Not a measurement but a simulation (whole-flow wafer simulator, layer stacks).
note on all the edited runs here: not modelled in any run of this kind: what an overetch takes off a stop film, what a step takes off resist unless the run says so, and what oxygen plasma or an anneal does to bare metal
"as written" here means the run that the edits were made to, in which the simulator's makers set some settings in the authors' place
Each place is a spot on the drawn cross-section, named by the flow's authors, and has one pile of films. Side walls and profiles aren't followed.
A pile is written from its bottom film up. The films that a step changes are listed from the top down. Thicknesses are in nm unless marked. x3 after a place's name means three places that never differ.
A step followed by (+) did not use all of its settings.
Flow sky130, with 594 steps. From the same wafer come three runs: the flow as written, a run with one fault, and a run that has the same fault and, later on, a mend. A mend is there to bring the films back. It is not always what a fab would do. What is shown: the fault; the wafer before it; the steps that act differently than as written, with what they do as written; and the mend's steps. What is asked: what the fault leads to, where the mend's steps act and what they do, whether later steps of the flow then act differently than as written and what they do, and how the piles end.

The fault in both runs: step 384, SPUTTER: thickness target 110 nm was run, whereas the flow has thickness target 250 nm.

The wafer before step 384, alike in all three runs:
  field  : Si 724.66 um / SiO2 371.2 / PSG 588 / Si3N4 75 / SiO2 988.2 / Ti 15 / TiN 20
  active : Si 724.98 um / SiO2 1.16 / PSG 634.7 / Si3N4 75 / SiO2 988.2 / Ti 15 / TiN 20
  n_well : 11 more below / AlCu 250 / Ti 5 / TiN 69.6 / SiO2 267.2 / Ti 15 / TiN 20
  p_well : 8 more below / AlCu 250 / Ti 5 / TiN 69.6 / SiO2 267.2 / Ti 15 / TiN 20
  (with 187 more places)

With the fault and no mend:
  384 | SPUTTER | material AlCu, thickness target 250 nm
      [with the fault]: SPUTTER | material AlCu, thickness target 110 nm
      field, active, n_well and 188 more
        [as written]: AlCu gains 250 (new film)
        [with the fault]: AlCu gains 110 (new film)
  Steps later in the flow that act otherwise than as written:
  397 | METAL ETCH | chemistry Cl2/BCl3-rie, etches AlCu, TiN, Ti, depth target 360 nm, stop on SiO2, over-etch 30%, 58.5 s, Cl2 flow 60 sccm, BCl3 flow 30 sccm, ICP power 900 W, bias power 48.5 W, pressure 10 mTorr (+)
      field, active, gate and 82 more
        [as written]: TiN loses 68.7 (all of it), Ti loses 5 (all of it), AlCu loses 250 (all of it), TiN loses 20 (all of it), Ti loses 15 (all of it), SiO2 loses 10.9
        [with the fault]: TiN loses 68.7 (all of it), Ti loses 5 (all of it), AlCu loses 110 (all of it), TiN loses 20 (all of it), Ti loses 15 (all of it), SiO2 loses 24.9
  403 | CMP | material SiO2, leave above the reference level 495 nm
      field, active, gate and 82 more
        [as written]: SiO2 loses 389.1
        [with the fault]: SiO2 loses 515.1
  At field, active, n_well and 190 more, the piles at the end differ from the flow's by more than 2% or 0.5 nm, whichever is larger.
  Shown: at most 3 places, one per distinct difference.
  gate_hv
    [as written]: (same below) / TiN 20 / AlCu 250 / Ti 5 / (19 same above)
    [with the fault]: (same below) / TiN 20 / AlCu 110 / Ti 5 / (19 same above)
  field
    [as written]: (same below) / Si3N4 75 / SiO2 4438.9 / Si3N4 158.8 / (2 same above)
    [with the fault]: (same below) / Si3N4 75 / SiO2 4298.9 / Si3N4 158.8 / (2 same above)
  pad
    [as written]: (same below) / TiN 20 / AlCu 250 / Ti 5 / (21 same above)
    [with the fault]: (same below) / TiN 20 / AlCu 110 / Ti 5 / (21 same above)

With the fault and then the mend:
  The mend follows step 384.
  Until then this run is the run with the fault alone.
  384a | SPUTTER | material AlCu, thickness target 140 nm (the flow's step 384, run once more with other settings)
      field, active, n_well and 188 more
        AlCu gains 140
  None of the later steps of the flow acts differently than as written at any place that is followed.
  By the end, the piles equal the flow's at every place that both follow.
